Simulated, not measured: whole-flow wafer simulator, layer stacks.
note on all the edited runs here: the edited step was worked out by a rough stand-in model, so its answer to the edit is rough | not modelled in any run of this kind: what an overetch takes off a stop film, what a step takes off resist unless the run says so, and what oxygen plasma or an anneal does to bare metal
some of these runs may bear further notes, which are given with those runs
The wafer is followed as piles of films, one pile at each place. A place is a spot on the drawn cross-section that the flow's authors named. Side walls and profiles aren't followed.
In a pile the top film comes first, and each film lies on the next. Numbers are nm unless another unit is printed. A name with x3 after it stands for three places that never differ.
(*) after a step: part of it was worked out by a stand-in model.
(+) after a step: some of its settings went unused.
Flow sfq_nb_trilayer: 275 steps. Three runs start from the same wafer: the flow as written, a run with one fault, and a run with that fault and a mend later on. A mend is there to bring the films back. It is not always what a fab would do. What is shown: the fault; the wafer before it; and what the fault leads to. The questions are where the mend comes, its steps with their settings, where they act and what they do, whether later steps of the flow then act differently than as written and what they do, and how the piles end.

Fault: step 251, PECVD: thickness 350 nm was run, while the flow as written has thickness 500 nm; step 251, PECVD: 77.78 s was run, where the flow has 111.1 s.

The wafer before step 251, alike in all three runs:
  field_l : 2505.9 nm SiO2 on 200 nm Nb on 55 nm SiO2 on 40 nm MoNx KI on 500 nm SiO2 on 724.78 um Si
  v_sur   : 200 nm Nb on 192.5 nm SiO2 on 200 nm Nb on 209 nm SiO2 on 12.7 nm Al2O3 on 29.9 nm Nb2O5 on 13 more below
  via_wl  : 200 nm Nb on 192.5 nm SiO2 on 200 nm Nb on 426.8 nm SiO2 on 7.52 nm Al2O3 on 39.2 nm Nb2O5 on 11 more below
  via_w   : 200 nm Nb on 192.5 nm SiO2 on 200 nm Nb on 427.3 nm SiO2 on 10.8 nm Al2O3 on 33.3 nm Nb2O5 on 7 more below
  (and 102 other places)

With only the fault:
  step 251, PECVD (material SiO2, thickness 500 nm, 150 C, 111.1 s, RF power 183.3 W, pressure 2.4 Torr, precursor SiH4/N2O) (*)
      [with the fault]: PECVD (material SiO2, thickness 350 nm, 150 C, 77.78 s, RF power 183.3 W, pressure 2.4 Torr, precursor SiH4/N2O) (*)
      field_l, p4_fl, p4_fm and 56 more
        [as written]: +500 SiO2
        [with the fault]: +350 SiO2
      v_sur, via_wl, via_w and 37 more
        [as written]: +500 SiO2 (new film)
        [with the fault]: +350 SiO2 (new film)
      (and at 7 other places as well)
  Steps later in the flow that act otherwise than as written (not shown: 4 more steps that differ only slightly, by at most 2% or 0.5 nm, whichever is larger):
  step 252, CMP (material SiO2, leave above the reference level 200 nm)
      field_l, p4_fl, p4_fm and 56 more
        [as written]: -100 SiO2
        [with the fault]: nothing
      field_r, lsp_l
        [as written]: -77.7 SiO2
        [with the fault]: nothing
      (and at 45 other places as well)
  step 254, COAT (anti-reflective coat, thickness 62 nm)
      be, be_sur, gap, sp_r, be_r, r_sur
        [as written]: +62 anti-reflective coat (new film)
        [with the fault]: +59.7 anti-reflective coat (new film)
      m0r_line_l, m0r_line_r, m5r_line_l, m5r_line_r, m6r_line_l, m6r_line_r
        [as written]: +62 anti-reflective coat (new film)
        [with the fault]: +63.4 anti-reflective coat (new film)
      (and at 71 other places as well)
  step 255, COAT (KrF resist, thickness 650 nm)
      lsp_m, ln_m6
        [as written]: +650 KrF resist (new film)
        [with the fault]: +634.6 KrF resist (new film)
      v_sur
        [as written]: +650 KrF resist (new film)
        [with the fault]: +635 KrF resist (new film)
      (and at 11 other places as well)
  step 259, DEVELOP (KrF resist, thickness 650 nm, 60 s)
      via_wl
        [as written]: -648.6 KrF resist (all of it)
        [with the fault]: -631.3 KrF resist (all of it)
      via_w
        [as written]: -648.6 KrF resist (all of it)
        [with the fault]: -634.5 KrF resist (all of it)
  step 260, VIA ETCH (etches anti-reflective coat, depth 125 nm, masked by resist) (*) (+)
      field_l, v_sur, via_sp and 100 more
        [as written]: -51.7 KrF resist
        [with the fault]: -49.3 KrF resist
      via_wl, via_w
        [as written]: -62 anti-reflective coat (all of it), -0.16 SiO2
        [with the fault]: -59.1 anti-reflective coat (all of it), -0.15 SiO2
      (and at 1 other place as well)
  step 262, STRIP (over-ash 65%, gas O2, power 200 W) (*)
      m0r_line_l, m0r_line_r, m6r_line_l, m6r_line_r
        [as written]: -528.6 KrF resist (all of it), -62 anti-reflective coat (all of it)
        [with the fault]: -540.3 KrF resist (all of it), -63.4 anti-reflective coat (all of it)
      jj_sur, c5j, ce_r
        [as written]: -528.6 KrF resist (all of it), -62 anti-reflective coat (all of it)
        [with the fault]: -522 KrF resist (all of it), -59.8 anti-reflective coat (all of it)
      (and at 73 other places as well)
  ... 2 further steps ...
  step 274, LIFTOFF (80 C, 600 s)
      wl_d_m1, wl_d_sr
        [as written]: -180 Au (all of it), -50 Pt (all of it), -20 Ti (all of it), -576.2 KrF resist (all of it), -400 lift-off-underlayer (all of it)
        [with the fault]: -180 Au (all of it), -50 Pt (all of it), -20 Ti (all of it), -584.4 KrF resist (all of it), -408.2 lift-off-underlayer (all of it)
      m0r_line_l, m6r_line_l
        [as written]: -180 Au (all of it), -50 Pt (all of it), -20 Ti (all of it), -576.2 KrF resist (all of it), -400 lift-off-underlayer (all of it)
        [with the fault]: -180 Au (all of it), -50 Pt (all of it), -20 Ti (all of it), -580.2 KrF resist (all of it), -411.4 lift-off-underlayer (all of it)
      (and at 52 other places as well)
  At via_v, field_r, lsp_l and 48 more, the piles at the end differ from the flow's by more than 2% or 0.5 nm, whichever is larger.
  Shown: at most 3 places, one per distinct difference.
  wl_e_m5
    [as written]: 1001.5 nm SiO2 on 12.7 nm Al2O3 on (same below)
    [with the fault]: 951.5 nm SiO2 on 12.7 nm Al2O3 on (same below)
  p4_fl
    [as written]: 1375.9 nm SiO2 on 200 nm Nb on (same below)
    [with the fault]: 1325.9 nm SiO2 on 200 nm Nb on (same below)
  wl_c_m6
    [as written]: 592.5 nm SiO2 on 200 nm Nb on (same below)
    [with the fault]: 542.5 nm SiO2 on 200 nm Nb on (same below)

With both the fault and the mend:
  The mend follows step 251.
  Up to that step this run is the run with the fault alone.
  step 251a, PECVD (material SiO2, thickness 150 nm, 150 C, 33.33 s, RF power 183.3 W, pressure 2.4 Torr, precursor SiH4/N2O) (*) (the flow's step 251, run once more with other settings)
      field_l, v_sur, via_wl and 98 more
        +150 SiO2
      field_r, lsp_l
        +144.1 SiO2
      l0_sur, l0v
        +146.7 SiO2
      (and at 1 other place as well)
  Steps later in the flow that act otherwise than as written:
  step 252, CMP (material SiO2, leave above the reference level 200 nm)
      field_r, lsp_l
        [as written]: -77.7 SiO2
        [with the mend]: -79.7 SiO2
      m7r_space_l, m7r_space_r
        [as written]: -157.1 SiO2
        [with the mend]: -100 SiO2
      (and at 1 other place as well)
  At every place that both follow, the piles at the end match the flow's.
